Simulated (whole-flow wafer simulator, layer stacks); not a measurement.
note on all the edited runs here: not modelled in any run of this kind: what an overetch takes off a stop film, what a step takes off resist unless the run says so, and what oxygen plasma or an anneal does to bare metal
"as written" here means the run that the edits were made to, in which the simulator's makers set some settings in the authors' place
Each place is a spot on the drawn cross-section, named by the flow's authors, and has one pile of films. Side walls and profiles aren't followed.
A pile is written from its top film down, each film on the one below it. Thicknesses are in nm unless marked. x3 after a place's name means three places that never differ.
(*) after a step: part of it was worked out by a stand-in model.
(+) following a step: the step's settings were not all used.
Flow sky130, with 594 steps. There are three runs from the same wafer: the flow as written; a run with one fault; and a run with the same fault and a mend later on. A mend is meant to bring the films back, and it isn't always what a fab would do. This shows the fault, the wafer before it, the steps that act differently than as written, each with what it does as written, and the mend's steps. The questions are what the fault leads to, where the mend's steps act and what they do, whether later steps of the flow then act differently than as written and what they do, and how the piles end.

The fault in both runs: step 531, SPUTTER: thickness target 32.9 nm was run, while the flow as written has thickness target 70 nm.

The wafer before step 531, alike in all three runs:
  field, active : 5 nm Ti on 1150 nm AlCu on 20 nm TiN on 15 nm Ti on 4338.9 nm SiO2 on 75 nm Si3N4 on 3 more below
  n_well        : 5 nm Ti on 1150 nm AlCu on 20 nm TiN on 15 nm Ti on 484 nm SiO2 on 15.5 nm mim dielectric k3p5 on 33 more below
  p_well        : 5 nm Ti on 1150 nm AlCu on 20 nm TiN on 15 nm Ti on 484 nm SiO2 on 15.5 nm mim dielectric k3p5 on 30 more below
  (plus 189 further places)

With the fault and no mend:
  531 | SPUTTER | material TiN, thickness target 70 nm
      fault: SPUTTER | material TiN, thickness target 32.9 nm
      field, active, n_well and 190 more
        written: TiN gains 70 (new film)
        fault: TiN gains 32.9 (new film)
  Steps further on in the flow that do not act as written (not shown: 15 more steps that differ only slightly, by at most 2% or 0.5 nm, whichever is larger):
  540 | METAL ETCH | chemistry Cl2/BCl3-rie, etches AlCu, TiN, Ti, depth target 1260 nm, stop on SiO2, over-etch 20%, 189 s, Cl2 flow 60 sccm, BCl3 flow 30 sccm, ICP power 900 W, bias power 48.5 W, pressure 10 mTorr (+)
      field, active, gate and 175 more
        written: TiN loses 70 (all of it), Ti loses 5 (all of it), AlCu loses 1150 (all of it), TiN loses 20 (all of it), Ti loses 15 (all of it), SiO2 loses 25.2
        fault: TiN loses 32.9 (all of it), Ti loses 5 (all of it), AlCu loses 1150 (all of it), TiN loses 20 (all of it), Ti loses 15 (all of it), SiO2 loses 28.9
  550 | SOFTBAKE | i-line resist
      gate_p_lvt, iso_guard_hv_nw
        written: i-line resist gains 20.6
        fault: i-line resist gains 19.9
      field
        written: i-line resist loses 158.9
        fault: i-line resist loses 155.7
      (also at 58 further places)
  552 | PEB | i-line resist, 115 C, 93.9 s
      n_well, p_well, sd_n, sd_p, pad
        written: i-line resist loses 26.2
        fault: i-line resist loses 26.8
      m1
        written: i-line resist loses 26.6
        fault: i-line resist loses 27.2
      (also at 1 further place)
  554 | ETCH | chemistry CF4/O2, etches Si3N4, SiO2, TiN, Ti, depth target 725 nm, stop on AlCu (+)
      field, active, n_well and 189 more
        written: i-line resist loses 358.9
        fault: i-line resist loses 321.8
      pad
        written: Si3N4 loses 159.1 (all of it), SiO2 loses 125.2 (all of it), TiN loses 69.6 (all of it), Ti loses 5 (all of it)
        fault: Si3N4 loses 159.1 (all of it), SiO2 loses 125.2 (all of it), TiN loses 32.5 (all of it), Ti loses 5 (all of it)
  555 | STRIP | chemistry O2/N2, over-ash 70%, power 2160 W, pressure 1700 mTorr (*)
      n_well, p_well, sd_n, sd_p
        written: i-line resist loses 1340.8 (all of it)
        fault: i-line resist loses 1410.5 (all of it)
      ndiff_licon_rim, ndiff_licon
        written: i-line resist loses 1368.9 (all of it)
        fault: i-line resist loses 1437.7 (all of it)
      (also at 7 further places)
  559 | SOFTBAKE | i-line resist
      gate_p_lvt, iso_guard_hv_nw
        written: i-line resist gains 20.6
        fault: i-line resist gains 19.9
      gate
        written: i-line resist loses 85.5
        fault: i-line resist loses 81.9
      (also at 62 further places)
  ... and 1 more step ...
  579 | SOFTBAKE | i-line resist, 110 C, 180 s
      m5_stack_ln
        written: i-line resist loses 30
        fault: i-line resist loses 29.1
  By the end, the piles at n_well, p_well, sd_n and 11 more depart from the flow's by more than 2% or 0.5 nm, whichever is larger.
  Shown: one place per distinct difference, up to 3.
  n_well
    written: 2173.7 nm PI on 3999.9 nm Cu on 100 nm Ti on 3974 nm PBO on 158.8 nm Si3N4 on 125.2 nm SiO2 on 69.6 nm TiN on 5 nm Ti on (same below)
    fault: 2178 nm PI on 3999.9 nm Cu on 100 nm Ti on 4000.7 nm PBO on 158.8 nm Si3N4 on 125.2 nm SiO2 on 32.5 nm TiN on 5 nm Ti on (same below)
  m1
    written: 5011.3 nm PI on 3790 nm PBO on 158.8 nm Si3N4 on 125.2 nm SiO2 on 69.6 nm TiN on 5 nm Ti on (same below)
    fault: 5013.2 nm PI on 3820.8 nm PBO on 158.8 nm Si3N4 on 125.2 nm SiO2 on 32.5 nm TiN on 5 nm Ti on (same below)
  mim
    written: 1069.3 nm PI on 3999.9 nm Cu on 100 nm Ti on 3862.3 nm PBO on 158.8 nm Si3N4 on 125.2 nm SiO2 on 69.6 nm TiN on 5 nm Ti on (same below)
    fault: 1072.5 nm PI on 3999.9 nm Cu on 100 nm Ti on 3891.1 nm PBO on 158.8 nm Si3N4 on 125.2 nm SiO2 on 32.5 nm TiN on 5 nm Ti on (same below)

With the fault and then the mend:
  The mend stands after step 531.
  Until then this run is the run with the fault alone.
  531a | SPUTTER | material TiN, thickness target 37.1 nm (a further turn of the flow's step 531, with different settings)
      field, active, n_well and 190 more
        TiN gains 37.1
  Every later step of the flow that is run acts as written at every place that is followed.
  At every place that both follow, the piles at the end match the flow's.
